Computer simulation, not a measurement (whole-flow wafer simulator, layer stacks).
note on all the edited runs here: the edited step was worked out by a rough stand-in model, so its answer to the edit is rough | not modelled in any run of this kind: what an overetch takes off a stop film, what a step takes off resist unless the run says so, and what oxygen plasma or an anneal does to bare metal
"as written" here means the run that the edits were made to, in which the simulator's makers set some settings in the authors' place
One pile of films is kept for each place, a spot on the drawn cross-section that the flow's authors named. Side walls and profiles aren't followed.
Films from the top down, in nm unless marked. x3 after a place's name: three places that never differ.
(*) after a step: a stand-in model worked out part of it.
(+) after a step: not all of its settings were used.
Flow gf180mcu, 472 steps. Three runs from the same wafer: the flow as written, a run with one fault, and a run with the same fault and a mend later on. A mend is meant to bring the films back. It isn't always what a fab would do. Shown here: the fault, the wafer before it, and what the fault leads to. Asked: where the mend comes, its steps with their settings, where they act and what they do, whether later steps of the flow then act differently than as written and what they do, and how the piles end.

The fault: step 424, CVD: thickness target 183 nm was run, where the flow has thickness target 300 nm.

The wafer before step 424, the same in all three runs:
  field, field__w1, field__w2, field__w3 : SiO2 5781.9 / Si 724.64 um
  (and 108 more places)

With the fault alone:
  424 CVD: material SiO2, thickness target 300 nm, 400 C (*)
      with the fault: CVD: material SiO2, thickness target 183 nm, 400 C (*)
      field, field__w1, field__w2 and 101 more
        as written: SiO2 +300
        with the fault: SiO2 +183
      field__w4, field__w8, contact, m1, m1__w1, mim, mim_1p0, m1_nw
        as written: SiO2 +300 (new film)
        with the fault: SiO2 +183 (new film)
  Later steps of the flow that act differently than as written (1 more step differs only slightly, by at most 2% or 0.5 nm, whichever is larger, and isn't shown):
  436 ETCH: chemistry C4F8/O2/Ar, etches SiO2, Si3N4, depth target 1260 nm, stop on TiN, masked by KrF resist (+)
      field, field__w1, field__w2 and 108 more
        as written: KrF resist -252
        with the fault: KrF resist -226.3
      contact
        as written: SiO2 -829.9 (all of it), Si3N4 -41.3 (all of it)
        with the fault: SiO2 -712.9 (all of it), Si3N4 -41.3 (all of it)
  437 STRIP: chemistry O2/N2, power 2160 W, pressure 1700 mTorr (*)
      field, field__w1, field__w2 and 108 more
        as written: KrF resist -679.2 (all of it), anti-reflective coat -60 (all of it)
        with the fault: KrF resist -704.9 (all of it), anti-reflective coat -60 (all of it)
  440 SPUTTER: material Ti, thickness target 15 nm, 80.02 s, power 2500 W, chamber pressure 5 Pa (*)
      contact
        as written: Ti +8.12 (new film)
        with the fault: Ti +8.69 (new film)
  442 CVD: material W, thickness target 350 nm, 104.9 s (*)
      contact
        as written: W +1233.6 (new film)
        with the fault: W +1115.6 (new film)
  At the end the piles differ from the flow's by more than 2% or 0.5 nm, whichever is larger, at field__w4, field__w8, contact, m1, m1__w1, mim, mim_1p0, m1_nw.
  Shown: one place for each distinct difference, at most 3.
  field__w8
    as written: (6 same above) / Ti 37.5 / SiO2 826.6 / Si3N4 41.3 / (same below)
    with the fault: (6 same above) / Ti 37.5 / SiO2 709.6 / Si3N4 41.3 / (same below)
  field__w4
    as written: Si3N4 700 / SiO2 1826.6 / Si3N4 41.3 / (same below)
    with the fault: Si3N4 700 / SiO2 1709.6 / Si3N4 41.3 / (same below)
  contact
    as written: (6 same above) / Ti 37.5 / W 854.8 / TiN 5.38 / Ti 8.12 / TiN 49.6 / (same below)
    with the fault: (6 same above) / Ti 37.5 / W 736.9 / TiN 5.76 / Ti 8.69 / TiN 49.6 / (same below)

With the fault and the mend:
  The mend comes after step 424.
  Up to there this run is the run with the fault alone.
  424a CVD: material SiO2, thickness target 117 nm, 400 C (*) (the flow's step 424 once more, with other settings)
      field, field__w1, field__w2 and 109 more
        SiO2 +117
  No later step of the flow acts differently than as written at any place that is followed.
  At the end the piles are the same as the flow's at every place that both follow.
